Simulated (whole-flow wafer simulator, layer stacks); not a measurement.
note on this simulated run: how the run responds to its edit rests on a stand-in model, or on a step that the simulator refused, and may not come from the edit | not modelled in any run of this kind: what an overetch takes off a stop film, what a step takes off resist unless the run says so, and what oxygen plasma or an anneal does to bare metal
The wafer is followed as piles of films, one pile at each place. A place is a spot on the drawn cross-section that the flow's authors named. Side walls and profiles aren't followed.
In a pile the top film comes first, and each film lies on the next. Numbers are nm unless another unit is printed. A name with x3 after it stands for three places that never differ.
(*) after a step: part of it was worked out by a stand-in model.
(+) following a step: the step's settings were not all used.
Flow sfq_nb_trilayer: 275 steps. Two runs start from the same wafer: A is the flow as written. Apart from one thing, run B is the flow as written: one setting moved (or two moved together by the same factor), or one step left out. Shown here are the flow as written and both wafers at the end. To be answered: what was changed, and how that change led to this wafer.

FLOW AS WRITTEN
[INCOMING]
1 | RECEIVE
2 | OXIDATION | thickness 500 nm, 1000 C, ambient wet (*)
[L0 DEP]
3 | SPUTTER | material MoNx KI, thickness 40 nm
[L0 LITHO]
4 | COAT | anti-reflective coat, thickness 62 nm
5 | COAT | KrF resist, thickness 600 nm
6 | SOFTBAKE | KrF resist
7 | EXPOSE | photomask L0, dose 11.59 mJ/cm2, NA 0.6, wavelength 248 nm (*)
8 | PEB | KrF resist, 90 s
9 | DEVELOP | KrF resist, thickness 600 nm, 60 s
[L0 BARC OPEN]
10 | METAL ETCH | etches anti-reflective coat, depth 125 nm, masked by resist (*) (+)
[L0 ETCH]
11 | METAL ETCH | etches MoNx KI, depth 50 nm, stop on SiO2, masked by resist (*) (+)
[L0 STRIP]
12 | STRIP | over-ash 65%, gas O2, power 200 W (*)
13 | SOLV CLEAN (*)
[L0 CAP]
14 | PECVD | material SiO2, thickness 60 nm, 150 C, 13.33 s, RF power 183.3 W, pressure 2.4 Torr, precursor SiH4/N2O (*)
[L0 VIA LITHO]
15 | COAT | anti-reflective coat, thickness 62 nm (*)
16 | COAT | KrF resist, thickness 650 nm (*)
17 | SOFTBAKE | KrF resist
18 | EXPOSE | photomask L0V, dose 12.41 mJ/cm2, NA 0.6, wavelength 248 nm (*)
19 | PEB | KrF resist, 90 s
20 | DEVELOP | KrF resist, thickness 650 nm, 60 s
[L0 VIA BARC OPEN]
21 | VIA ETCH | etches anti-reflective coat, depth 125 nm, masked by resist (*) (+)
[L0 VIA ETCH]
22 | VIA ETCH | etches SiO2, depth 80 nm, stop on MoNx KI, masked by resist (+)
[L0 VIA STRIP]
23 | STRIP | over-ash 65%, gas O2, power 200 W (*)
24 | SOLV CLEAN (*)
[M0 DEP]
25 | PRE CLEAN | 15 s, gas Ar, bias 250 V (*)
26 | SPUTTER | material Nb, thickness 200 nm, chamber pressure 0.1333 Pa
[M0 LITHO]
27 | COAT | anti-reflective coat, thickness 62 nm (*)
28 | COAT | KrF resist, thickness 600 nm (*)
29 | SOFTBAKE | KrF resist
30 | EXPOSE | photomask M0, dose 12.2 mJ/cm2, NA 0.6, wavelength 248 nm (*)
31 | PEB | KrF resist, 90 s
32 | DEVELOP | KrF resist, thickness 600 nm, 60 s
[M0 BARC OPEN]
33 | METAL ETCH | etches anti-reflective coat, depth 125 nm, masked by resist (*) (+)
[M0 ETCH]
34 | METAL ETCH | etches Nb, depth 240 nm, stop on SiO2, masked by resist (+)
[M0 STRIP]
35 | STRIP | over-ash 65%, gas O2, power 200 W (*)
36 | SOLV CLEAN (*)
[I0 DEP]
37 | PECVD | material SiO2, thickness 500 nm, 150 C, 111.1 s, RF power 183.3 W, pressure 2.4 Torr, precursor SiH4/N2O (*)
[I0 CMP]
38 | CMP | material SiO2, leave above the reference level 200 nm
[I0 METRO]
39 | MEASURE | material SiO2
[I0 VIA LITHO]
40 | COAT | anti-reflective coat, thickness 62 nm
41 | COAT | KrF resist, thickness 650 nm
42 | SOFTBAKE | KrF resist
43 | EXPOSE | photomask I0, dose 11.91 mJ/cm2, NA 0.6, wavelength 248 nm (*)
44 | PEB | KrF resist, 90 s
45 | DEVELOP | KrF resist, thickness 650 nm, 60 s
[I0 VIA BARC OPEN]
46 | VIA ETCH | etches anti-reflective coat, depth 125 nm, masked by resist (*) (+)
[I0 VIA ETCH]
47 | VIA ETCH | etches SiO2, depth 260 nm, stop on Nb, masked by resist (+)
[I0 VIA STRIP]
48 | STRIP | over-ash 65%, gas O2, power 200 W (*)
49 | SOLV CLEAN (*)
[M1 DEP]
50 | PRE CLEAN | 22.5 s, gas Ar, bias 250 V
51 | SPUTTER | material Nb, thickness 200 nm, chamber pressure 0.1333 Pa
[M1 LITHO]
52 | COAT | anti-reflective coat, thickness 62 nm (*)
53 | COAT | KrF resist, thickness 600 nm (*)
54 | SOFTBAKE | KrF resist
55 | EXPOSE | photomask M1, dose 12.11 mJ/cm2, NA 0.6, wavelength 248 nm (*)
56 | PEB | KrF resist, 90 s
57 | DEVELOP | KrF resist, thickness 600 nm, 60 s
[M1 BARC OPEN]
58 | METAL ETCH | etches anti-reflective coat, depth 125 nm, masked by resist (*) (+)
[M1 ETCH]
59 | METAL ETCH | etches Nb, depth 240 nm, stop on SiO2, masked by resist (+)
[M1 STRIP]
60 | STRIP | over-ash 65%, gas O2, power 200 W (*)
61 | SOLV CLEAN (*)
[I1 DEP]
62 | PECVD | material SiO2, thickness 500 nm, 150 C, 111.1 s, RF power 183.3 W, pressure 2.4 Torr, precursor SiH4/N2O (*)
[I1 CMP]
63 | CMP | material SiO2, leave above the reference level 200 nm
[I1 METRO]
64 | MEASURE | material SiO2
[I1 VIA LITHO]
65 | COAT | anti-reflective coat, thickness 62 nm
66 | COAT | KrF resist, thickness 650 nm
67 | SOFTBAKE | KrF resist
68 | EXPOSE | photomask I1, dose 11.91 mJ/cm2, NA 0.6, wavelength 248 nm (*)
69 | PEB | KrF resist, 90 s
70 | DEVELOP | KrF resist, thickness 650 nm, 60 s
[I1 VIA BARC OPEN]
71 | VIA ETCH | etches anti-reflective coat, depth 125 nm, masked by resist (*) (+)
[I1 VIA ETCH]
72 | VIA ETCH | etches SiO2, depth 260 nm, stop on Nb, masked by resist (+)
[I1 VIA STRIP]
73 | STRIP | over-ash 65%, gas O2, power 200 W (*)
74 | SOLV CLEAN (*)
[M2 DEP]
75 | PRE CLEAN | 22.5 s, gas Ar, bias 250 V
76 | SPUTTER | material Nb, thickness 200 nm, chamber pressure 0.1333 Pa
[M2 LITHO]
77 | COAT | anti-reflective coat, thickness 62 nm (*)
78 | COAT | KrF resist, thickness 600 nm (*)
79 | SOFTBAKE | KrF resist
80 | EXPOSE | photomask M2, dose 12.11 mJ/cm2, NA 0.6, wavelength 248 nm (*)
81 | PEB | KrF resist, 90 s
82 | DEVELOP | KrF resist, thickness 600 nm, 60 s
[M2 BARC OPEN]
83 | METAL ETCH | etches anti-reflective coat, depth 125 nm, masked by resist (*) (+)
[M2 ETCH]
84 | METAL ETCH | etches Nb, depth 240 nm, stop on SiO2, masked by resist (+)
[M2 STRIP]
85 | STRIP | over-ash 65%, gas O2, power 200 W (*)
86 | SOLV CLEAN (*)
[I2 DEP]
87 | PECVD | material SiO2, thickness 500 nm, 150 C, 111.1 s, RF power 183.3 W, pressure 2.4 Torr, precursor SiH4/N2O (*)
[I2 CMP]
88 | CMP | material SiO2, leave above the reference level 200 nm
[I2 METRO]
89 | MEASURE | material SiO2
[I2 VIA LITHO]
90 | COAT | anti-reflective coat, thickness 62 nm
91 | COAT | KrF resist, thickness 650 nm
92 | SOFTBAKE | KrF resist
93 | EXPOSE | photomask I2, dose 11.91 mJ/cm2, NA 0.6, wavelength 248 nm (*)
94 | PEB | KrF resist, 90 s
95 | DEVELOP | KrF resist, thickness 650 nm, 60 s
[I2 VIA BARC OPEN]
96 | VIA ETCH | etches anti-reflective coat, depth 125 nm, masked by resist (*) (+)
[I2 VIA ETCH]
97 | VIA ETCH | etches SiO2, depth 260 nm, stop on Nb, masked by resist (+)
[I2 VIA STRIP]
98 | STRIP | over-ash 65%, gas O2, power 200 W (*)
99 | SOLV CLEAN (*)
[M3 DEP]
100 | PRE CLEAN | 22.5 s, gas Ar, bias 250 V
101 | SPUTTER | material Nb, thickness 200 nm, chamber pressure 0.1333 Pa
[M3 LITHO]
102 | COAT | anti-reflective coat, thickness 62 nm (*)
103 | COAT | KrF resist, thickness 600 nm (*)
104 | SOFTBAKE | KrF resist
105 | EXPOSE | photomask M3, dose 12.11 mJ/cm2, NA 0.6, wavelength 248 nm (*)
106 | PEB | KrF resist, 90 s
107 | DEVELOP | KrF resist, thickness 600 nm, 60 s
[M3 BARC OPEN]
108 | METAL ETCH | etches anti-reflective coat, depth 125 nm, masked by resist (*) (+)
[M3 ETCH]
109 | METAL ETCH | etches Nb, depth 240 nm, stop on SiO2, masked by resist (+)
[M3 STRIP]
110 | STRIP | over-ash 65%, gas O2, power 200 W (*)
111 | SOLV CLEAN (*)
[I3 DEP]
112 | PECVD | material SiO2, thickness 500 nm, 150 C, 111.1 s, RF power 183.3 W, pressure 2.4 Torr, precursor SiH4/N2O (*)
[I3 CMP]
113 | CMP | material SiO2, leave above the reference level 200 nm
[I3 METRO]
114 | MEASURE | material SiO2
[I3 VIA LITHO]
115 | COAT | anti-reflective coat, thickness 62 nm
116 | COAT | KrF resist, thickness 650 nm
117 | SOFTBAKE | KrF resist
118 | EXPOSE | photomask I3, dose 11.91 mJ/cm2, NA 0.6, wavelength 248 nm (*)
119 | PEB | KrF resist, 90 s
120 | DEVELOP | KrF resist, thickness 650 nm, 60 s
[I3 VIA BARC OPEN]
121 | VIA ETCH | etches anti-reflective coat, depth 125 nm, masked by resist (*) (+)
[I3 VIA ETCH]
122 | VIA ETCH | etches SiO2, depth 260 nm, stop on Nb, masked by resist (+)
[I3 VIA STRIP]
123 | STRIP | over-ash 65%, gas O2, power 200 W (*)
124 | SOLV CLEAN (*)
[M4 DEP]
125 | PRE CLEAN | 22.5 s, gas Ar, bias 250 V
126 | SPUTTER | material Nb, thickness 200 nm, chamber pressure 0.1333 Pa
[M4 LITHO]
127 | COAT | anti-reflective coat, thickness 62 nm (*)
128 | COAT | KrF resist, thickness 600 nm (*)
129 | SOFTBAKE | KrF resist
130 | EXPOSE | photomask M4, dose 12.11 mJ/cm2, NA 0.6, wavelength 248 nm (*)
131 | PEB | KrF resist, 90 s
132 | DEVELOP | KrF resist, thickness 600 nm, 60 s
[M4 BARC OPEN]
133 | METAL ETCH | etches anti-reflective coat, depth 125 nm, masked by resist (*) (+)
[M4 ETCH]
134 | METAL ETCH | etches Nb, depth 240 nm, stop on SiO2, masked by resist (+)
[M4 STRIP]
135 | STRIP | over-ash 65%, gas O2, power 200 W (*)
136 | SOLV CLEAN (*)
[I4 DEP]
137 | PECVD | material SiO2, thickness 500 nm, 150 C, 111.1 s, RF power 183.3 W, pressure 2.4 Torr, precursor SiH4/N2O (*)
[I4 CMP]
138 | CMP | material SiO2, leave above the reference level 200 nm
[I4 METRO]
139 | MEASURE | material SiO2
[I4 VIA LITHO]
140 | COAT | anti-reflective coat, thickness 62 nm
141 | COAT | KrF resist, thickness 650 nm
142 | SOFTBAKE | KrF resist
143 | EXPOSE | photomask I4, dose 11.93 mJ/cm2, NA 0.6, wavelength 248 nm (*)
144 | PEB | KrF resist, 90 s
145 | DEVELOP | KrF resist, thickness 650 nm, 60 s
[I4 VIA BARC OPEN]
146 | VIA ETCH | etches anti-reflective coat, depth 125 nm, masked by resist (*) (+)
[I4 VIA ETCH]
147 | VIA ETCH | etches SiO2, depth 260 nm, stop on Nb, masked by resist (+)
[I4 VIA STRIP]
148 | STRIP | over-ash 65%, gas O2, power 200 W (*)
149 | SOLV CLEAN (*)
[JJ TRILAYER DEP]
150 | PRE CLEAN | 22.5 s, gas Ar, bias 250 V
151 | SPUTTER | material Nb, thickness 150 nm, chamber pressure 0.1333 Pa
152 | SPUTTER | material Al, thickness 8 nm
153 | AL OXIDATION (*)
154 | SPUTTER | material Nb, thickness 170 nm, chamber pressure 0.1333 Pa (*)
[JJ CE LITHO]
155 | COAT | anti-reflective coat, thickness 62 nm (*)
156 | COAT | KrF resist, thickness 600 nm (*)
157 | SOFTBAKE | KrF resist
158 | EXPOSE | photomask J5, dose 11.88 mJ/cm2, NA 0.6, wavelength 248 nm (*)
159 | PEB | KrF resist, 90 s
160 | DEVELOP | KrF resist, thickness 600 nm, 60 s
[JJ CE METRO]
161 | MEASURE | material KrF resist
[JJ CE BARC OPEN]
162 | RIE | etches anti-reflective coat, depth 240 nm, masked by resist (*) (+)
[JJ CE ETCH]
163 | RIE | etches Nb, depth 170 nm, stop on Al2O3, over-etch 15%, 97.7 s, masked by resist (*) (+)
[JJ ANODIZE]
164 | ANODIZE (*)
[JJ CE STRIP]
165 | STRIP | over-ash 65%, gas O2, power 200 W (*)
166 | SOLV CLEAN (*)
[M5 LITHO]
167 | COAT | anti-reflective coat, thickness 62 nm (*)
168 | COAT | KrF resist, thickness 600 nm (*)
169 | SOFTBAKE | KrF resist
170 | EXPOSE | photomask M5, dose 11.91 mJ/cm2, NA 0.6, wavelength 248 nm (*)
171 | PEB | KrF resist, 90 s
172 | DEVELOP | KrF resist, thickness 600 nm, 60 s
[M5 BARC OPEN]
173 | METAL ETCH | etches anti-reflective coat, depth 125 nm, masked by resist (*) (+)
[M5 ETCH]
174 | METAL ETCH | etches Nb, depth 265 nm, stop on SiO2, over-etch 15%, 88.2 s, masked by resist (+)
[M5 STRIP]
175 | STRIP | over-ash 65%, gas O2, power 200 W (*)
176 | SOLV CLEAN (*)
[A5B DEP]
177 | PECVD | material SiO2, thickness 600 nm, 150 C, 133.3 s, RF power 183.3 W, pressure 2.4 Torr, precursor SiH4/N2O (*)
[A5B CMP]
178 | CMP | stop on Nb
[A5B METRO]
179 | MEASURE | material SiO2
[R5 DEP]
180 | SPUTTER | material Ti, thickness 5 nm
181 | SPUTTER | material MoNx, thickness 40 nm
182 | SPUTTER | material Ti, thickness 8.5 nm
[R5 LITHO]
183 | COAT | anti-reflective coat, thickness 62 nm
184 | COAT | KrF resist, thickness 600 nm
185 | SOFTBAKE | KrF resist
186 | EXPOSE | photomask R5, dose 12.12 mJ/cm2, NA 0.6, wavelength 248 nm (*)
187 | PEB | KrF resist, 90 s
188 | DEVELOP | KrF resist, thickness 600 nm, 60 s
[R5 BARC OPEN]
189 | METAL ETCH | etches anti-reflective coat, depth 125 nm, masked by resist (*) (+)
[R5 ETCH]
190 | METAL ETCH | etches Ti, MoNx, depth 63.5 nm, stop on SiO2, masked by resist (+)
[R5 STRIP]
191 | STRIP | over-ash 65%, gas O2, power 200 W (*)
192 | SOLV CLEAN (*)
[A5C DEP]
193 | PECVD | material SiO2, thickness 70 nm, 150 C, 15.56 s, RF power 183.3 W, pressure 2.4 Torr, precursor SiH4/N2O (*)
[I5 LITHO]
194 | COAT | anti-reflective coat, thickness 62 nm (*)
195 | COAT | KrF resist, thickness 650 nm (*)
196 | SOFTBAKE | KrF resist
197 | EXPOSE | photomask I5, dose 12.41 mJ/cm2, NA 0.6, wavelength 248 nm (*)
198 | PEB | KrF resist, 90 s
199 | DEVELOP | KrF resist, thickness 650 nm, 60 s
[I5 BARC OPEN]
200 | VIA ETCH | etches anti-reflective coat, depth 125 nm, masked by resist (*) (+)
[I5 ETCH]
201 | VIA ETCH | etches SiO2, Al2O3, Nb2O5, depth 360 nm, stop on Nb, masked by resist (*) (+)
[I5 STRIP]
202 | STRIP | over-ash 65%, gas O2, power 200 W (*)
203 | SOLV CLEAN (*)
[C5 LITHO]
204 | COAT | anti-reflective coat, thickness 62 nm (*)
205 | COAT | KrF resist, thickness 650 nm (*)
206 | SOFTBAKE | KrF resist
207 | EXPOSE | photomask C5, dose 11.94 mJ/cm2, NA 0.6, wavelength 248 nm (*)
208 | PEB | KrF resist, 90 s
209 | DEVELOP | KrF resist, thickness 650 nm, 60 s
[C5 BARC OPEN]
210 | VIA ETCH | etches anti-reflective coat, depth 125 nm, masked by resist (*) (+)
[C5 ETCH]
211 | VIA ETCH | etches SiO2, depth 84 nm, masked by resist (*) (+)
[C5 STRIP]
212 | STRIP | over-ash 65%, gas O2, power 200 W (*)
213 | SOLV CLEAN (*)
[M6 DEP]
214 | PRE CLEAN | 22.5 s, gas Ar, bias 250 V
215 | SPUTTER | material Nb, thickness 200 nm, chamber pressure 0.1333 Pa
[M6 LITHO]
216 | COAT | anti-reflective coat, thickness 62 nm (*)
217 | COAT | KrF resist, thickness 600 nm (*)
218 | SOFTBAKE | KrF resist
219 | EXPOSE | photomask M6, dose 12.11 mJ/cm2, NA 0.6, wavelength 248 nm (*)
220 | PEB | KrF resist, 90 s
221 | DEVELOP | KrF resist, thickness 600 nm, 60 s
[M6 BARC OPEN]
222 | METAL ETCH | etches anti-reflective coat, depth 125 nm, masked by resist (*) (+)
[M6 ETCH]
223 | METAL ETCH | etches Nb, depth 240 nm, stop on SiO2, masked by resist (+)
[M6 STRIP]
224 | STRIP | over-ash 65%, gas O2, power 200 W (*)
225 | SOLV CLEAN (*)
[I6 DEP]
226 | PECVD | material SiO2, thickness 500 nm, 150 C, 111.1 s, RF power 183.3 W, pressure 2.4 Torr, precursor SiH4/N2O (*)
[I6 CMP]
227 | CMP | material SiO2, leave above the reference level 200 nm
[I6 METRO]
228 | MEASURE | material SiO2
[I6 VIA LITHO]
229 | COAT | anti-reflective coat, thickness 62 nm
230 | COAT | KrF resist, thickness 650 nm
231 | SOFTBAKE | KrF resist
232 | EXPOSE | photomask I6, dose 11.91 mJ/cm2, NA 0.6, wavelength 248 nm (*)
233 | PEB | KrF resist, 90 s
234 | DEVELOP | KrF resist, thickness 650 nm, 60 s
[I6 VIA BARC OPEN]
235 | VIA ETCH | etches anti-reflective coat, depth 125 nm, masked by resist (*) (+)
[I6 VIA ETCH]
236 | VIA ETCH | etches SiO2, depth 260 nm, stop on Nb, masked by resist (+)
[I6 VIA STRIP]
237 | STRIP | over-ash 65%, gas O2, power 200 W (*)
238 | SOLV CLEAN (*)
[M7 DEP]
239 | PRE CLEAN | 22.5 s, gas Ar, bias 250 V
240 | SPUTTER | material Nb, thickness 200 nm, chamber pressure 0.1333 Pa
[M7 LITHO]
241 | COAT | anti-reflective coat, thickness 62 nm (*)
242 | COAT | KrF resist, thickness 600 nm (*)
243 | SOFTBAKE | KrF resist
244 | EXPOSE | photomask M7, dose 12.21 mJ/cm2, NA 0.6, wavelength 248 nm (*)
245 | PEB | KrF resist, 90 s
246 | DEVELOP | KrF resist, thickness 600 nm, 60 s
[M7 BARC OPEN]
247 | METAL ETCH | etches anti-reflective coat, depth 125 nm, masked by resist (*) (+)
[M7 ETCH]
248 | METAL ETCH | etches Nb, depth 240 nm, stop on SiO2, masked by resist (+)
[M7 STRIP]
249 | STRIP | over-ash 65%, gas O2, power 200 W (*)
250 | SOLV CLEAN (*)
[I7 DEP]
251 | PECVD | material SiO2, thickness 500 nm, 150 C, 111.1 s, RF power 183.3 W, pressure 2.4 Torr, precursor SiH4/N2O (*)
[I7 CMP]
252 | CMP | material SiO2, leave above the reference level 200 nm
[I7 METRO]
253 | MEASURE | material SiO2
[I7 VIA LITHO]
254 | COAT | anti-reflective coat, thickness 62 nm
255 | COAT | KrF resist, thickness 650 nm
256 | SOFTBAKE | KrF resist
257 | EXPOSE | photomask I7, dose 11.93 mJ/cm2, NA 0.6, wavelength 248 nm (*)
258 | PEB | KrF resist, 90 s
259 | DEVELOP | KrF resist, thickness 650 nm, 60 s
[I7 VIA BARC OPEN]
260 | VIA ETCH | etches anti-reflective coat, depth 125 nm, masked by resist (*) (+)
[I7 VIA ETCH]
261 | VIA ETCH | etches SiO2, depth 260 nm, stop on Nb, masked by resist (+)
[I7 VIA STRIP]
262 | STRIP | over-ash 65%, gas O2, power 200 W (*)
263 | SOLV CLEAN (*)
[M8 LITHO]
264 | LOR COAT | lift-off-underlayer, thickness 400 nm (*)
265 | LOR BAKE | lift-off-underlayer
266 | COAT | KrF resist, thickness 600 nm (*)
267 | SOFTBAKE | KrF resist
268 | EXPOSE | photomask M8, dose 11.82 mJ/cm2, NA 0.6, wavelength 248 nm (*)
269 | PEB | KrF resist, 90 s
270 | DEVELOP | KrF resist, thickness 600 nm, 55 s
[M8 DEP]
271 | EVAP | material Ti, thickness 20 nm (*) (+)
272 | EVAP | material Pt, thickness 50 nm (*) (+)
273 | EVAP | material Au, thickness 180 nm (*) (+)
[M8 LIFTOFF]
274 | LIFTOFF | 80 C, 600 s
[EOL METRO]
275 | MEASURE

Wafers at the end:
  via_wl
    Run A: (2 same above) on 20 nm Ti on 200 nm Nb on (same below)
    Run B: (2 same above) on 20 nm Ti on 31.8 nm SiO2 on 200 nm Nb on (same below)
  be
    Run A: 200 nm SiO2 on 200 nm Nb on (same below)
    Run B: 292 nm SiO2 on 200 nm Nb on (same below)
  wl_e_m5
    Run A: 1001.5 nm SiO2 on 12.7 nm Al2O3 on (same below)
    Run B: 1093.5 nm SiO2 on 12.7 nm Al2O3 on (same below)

Cause: step 252, CMP: leave above the reference level 292 nm was run, whereas the flow has leave above the reference level 200 nm.
One can read it off the wafer: be has SiO2 292, and step 252 as written asks for 200 nm.

The path from the change to this, step by step:
  252 | CMP | material SiO2, leave above the reference level 200 nm
      field_r, lsp_l: A -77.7 SiO2 | B nothing
      l0_sur, l0v: A -87.8 SiO2 | B nothing
      (also at 102 further places)
  254 | COAT | anti-reflective coat, thickness 62 nm
      moat: A +62 anti-reflective coat (new film) | B +60.7 anti-reflective coat (new film)
      field_r: A +62 anti-reflective coat (new film) | B +67.2 anti-reflective coat (new film)
      (also at 2 further places)
  261 | VIA ETCH | etches SiO2, depth 260 nm, stop on Nb, masked by resist (+)
      via_wl, via_w, via_wr: A -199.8 SiO2 (all of it) | B -260 SiO2
  262 | STRIP | over-ash 65%, gas O2, power 200 W (*)
      moat: A -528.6 KrF resist (all of it), -62 anti-reflective coat (all of it) | B -527.8 KrF resist (all of it), -60.7 anti-reflective coat (all of it)
      field_r: A -528.6 KrF resist (all of it), -62 anti-reflective coat (all of it) | B -534.2 KrF resist (all of it), -67.2 anti-reflective coat (all of it)
      (also at 2 further places)
  264 | LOR COAT | lift-off-underlayer, thickness 400 nm (*)
      via_wl, via_wr: A +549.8 lift-off-underlayer (new film) | B +594.8 lift-off-underlayer (new film)
      v_sur: A +369.4 lift-off-underlayer (new film) | B +360.2 lift-off-underlayer (new film)
      (also at 3 further places)
  270 | DEVELOP | KrF resist, thickness 600 nm, 55 s
      v_sur: A -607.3 KrF resist (all of it), -369.4 lift-off-underlayer (all of it) | B -609.9 KrF resist (all of it), -360.2 lift-off-underlayer (all of it)
      via_wl: A -623.9 KrF resist (all of it), -549.8 lift-off-underlayer (all of it) | B -631.3 KrF resist (all of it), -594.8 lift-off-underlayer (all of it)
      (also at 2 further places)
  274 | LIFTOFF | 80 C, 600 s
      field_r: A -180 Au (all of it), -50 Pt (all of it), -20 Ti (all of it), -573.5 KrF resist (all of it), -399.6 lift-off-underlayer (all of it) | B -180 Au (all of it), -50 Pt (all of it), -20 Ti (all of it), -575.2 KrF resist (all of it), -409 lift-off-underlayer (all of it)
      lsp_l: A -180 Au (all of it), -50 Pt (all of it), -20 Ti (all of it), -573.4 KrF resist (all of it), -399.6 lift-off-underlayer (all of it) | B -180 Au (all of it), -50 Pt (all of it), -20 Ti (all of it), -575.5 KrF resist (all of it), -408.4 lift-off-underlayer (all of it)
Taking metal films that touch as one body, via_wl has 8 bodies (between them, from the top down: SiO2 31.8; SiO2 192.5; SiO2 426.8 / Al2O3 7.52 / Nb2O5 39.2; SiO2 192.5; SiO2 192.5; SiO2 192.5; SiO2 192.5); the flow as written gives 7 bodies (between them, from the top down: SiO2 192.5; SiO2 426.8 / Al2O3 7.52 / Nb2O5 39.2; SiO2 192.5; SiO2 192.5; SiO2 192.5; SiO2 192.5).
